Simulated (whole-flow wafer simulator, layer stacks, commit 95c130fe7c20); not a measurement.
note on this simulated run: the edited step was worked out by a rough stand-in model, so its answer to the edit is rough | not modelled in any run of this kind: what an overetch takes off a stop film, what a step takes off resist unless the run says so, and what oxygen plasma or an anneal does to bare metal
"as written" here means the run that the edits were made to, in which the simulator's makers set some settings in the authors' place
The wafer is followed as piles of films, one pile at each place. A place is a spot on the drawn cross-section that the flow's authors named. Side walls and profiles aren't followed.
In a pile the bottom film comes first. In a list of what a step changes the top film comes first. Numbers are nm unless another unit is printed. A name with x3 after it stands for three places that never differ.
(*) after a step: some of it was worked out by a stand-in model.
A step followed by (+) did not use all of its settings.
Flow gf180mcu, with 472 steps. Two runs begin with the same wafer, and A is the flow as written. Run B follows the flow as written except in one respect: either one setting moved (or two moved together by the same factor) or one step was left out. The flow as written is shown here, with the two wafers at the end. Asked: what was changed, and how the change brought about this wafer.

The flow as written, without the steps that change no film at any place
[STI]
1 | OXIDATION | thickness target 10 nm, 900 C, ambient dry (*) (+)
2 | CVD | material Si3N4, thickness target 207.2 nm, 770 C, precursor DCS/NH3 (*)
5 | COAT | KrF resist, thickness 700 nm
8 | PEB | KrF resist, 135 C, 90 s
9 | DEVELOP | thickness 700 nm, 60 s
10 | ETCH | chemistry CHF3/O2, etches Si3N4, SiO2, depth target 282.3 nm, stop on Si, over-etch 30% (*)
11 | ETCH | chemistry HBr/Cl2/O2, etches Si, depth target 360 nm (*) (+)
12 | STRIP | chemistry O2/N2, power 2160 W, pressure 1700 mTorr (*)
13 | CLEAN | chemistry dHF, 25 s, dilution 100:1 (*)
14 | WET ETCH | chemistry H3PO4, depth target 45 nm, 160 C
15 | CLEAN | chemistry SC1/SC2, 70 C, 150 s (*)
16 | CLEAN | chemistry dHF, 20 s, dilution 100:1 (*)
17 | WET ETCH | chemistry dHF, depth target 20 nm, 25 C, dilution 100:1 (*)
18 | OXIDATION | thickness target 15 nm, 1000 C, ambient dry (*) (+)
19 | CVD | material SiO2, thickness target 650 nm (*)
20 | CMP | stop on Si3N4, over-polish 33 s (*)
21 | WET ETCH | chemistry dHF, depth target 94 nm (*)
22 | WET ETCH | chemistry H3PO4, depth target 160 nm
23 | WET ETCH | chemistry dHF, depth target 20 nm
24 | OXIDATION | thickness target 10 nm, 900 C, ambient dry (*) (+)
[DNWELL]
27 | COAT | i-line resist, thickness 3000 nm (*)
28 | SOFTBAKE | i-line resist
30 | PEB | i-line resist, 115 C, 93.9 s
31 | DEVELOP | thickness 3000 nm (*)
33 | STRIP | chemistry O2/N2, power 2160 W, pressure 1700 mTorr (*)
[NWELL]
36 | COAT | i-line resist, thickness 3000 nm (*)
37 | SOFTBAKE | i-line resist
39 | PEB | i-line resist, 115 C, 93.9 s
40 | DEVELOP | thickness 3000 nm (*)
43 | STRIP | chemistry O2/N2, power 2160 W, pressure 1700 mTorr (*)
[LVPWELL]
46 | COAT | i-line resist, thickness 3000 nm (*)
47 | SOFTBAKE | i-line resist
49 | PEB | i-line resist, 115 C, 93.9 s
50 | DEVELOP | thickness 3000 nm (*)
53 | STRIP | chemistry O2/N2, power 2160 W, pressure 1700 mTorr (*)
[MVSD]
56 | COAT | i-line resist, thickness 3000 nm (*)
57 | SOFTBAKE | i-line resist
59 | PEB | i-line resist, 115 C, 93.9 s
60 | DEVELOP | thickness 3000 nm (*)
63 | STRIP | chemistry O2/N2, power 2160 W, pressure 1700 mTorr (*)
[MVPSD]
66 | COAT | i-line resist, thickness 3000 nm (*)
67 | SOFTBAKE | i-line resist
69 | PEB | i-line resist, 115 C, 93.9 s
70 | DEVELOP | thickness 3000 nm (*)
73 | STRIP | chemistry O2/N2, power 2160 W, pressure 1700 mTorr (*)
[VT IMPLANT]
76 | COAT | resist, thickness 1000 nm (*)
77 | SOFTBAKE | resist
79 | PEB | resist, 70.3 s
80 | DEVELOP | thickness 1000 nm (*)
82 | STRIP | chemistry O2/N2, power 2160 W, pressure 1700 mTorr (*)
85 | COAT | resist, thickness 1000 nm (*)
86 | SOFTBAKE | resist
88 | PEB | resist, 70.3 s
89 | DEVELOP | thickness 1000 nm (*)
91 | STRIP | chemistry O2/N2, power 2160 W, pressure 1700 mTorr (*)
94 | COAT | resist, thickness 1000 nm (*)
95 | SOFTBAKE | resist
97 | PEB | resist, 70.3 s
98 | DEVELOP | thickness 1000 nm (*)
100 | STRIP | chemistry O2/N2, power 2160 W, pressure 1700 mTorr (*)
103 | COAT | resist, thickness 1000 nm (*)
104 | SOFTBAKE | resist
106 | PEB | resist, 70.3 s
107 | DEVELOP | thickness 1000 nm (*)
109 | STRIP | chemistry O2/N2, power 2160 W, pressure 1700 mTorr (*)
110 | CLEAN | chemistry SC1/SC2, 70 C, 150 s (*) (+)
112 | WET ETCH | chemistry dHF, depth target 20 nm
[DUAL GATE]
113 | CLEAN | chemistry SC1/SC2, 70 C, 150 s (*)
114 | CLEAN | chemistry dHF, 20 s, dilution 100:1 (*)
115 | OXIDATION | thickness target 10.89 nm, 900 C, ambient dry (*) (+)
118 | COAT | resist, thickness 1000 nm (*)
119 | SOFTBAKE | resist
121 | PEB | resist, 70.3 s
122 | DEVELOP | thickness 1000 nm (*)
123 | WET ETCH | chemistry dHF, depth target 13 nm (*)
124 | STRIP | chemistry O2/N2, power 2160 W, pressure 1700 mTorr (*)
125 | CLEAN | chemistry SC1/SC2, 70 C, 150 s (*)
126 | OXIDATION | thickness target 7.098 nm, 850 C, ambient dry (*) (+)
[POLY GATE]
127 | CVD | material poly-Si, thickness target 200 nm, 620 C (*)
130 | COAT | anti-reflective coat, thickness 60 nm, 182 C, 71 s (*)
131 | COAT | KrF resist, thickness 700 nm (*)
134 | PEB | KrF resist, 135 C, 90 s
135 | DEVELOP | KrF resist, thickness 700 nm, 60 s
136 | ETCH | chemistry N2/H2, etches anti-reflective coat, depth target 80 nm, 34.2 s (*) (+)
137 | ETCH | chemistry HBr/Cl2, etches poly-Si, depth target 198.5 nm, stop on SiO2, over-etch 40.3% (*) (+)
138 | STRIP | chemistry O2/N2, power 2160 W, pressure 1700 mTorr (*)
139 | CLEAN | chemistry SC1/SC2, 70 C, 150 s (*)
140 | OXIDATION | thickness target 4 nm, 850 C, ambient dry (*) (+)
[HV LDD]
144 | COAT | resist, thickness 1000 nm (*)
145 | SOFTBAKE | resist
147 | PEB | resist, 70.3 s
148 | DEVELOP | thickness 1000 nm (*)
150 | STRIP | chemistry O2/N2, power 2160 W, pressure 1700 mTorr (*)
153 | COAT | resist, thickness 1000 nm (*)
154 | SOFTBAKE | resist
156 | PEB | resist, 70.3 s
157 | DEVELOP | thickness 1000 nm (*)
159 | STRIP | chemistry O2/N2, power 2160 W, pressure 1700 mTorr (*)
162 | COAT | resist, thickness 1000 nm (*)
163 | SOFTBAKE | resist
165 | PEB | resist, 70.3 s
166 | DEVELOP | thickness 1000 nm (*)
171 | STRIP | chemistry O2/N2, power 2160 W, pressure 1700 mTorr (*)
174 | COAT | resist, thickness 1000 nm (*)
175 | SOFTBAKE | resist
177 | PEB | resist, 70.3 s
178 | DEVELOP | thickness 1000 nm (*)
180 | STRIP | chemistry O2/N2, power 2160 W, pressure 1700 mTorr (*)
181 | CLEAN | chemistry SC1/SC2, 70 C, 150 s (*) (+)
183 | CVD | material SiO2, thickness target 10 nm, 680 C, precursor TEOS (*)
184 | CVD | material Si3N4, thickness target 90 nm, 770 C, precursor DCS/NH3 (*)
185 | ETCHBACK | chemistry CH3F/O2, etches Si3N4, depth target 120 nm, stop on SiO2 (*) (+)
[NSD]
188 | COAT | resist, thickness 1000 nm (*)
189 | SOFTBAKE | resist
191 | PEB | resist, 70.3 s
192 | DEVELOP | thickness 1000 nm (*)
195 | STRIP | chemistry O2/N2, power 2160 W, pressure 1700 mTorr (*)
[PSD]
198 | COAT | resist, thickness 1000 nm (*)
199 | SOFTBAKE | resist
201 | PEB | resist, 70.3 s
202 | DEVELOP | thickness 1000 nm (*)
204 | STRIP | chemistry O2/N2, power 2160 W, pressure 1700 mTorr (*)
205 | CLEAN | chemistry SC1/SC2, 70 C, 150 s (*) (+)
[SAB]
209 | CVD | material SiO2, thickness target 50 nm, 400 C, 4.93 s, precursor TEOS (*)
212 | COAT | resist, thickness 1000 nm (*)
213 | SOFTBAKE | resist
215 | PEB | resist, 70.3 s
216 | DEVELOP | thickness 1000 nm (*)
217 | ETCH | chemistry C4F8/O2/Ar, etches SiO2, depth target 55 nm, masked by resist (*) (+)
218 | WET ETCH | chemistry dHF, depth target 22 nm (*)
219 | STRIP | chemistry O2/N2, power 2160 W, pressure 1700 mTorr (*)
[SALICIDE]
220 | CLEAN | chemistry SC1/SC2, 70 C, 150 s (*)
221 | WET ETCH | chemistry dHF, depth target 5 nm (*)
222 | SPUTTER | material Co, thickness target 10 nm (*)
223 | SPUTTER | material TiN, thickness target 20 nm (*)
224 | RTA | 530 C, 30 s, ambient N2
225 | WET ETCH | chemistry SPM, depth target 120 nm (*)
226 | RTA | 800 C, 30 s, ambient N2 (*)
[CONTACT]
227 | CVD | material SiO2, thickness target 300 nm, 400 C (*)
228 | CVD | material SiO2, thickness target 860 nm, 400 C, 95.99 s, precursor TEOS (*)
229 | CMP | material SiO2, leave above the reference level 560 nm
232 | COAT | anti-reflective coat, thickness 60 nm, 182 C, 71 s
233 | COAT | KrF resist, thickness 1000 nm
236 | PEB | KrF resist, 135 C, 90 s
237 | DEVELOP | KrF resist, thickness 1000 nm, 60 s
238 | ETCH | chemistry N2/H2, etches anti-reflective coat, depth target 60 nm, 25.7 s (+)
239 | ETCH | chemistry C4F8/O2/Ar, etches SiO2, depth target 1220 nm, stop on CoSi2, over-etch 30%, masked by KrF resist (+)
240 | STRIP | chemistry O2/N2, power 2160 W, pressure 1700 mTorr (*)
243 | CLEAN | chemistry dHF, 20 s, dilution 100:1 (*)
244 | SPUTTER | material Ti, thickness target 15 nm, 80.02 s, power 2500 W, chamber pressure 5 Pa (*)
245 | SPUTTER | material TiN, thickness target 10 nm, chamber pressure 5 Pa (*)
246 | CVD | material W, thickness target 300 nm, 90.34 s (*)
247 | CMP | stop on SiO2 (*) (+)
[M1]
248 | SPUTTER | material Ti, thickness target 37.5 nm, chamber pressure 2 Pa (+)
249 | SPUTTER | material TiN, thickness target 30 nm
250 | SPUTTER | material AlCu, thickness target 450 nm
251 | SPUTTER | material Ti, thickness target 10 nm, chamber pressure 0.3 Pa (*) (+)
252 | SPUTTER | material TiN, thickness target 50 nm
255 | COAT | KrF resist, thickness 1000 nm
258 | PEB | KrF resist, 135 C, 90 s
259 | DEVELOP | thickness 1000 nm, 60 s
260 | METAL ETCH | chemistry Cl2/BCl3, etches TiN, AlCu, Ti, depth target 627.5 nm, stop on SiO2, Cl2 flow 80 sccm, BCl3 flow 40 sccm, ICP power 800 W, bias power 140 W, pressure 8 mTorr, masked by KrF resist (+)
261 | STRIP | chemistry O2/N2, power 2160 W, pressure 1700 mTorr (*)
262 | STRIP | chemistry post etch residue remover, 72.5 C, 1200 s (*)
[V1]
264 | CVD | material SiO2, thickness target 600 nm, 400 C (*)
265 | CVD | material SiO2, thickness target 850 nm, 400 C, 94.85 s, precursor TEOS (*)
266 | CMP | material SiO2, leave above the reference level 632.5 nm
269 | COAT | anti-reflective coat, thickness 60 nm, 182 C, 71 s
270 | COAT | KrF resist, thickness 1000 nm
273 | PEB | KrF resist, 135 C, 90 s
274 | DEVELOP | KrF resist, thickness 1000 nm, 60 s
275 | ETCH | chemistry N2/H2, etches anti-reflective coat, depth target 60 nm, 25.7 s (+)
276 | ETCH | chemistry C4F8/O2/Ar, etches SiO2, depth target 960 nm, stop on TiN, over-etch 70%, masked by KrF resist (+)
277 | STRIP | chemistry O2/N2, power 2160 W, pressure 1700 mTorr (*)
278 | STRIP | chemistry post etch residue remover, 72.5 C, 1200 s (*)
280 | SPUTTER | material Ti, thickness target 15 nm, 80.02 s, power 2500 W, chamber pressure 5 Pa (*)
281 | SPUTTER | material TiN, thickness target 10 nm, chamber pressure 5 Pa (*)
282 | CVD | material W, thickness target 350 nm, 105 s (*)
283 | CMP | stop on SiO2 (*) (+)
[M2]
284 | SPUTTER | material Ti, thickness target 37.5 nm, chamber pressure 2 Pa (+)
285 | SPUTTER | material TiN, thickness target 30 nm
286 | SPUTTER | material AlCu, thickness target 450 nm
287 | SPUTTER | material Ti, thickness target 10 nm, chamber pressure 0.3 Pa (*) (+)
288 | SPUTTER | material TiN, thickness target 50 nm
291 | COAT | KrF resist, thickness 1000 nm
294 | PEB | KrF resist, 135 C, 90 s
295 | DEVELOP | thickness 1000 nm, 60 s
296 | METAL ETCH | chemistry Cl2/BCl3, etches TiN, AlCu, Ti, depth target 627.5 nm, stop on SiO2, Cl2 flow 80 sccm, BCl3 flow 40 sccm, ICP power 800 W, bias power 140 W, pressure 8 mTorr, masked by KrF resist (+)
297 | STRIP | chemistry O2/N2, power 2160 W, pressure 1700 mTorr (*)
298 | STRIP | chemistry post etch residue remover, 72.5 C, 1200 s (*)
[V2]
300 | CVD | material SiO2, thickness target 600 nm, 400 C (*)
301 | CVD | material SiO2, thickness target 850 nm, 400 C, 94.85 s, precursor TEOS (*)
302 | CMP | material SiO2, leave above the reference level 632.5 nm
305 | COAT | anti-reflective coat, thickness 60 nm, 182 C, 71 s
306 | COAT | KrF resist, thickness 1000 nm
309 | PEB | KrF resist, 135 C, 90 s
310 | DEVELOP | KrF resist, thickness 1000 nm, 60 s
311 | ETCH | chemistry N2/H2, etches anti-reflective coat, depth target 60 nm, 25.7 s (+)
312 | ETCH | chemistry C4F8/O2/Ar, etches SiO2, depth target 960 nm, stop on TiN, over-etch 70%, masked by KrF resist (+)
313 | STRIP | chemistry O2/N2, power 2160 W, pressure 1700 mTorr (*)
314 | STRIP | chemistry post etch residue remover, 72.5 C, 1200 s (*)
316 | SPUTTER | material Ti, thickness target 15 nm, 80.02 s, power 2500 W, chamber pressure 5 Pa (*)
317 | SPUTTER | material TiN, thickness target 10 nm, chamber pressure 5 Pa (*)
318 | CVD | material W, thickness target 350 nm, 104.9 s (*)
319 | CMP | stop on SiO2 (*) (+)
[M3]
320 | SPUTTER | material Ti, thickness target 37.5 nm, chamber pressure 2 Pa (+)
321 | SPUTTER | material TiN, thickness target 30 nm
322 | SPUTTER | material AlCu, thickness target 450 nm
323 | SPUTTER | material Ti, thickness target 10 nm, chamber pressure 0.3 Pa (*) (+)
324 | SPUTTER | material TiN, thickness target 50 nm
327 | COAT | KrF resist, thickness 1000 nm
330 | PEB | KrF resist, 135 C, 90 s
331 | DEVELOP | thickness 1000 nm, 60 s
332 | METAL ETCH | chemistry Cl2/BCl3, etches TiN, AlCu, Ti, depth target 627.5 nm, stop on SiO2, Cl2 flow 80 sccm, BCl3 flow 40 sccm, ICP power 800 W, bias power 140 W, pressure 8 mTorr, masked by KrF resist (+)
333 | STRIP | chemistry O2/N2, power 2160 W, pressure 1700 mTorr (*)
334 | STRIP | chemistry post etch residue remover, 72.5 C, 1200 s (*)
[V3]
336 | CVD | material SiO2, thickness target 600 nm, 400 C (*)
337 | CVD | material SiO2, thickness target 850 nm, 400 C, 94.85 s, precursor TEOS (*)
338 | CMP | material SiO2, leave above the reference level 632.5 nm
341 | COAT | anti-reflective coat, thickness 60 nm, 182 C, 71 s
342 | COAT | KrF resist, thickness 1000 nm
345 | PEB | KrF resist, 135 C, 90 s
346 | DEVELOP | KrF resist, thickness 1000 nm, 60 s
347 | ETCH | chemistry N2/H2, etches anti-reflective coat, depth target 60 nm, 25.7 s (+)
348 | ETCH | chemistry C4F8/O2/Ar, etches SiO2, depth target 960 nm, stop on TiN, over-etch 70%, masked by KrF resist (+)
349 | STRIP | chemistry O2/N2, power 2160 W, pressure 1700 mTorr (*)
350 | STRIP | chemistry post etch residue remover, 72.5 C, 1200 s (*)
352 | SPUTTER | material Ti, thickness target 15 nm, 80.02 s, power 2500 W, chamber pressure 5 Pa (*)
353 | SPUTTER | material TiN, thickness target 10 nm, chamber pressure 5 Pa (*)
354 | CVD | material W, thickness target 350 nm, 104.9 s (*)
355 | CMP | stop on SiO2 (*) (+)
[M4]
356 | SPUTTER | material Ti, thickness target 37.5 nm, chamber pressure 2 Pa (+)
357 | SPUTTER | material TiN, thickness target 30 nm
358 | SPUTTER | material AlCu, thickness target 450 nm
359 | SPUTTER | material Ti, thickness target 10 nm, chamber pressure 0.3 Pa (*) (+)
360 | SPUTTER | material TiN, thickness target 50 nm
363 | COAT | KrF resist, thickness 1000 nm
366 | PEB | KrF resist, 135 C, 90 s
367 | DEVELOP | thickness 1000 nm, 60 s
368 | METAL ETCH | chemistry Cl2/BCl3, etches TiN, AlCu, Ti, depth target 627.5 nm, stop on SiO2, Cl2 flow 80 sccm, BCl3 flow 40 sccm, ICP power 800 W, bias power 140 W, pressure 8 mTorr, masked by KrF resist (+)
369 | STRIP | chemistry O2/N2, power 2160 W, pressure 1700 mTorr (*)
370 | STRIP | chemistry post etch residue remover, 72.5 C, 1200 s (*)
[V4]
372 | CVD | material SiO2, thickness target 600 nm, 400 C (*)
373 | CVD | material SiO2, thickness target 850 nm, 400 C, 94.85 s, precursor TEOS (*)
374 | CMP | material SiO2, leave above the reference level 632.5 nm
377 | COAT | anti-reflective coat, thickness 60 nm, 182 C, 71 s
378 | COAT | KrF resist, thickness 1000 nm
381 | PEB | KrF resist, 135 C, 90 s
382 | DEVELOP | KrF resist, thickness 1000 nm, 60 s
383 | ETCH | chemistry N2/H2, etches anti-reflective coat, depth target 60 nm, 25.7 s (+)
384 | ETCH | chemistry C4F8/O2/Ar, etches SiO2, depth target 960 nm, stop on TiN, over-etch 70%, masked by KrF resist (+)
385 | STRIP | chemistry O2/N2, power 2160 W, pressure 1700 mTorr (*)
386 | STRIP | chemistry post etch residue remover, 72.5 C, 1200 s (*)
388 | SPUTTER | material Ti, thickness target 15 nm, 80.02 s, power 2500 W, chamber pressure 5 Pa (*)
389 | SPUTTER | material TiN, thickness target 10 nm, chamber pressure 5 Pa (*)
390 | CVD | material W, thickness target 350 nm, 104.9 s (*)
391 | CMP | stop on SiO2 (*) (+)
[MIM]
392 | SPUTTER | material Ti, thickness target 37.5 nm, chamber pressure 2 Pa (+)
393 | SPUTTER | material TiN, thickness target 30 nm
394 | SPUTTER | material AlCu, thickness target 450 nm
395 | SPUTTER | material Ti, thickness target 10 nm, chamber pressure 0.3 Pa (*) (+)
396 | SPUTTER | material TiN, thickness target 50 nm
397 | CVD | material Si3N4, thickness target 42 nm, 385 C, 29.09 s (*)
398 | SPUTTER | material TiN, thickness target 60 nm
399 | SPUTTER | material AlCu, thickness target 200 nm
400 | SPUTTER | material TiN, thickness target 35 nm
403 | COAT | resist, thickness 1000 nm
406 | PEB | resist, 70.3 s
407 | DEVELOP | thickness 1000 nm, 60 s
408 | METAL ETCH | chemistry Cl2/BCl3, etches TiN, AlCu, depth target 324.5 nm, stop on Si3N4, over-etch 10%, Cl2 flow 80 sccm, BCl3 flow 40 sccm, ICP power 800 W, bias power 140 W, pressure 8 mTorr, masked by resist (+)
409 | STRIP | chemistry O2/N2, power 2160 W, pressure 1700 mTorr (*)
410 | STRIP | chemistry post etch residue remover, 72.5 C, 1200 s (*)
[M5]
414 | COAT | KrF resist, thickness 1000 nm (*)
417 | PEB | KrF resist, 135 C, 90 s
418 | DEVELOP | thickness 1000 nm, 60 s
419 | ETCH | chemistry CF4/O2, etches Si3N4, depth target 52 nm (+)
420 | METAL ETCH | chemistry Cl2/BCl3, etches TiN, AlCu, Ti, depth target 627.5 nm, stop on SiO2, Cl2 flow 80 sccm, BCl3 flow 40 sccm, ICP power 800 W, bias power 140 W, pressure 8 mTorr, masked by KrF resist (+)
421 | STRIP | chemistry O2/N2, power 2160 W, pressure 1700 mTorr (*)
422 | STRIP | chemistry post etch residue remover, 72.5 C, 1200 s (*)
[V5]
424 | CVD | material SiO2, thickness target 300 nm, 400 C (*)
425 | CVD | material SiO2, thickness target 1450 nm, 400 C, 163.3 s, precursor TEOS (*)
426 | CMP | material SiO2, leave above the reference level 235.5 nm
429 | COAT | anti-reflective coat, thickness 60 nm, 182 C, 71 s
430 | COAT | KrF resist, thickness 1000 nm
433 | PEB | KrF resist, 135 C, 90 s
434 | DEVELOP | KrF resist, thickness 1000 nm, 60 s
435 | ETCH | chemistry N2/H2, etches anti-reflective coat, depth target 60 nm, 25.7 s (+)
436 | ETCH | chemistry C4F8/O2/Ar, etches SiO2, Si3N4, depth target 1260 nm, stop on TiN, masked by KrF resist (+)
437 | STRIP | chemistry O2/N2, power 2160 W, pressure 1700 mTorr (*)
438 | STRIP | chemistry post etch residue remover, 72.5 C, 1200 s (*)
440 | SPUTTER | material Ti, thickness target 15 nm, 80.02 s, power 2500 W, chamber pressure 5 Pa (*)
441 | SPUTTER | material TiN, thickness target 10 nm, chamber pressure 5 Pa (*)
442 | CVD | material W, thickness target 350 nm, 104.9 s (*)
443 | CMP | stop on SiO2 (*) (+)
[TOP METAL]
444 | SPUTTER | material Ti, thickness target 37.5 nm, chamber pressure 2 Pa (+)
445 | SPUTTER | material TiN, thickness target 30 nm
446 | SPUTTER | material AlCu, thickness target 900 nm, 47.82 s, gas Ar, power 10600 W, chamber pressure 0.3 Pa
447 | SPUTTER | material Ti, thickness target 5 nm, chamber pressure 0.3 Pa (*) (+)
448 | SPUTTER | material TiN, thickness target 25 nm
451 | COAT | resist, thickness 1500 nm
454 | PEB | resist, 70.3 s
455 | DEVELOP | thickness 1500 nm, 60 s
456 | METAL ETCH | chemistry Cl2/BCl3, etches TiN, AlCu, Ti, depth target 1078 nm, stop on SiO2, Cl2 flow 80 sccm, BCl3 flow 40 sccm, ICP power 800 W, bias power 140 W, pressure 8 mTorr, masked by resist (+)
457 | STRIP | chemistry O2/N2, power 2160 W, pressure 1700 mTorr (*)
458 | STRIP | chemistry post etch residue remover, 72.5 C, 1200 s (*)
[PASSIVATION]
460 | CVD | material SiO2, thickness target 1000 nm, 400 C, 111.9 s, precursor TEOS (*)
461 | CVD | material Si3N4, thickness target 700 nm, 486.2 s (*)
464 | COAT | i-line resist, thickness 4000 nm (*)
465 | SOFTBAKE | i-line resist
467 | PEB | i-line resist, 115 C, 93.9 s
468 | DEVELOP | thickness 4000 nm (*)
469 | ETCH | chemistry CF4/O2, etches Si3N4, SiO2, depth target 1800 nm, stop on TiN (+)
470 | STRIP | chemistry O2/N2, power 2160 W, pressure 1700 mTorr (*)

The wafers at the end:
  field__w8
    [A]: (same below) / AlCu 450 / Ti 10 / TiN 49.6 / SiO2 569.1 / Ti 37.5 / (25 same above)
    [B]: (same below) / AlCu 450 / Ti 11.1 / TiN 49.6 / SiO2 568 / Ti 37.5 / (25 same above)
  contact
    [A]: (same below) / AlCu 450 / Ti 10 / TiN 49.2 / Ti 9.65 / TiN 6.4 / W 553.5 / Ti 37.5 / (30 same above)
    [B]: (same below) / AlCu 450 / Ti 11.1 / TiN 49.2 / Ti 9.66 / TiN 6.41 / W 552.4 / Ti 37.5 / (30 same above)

What caused this: step 287, SPUTTER: thickness target 11.1 nm was run, whereas the flow has thickness target 10 nm.
The wafer itself shows it: field__w8 has Ti 11.1, and step 287 as written asks for 10 nm.

The path from the change to this, step by step:
  287 | SPUTTER | material Ti, thickness target 10 nm, chamber pressure 0.3 Pa (*) (+)
      field, field__w1, field__w2 and 108 more: A +10 Ti (new film) | B +11.1 Ti (new film)
  296 | METAL ETCH | chemistry Cl2/BCl3, etches TiN, AlCu, Ti, depth target 627.5 nm, stop on SiO2, Cl2 flow 80 sccm, BCl3 flow 40 sccm, ICP power 800 W, bias power 140 W, pressure 8 mTorr, masked by KrF resist (+)
      field, field__w1, field__w2 and 103 more: A -50 TiN (all of it), -10 Ti (all of it), -450 AlCu (all of it), -30 TiN (all of it), -37.5 Ti (all of it) | B -50 TiN (all of it), -11.1 Ti (all of it), -450 AlCu (all of it), -30 TiN (all of it), -37.5 Ti (all of it)
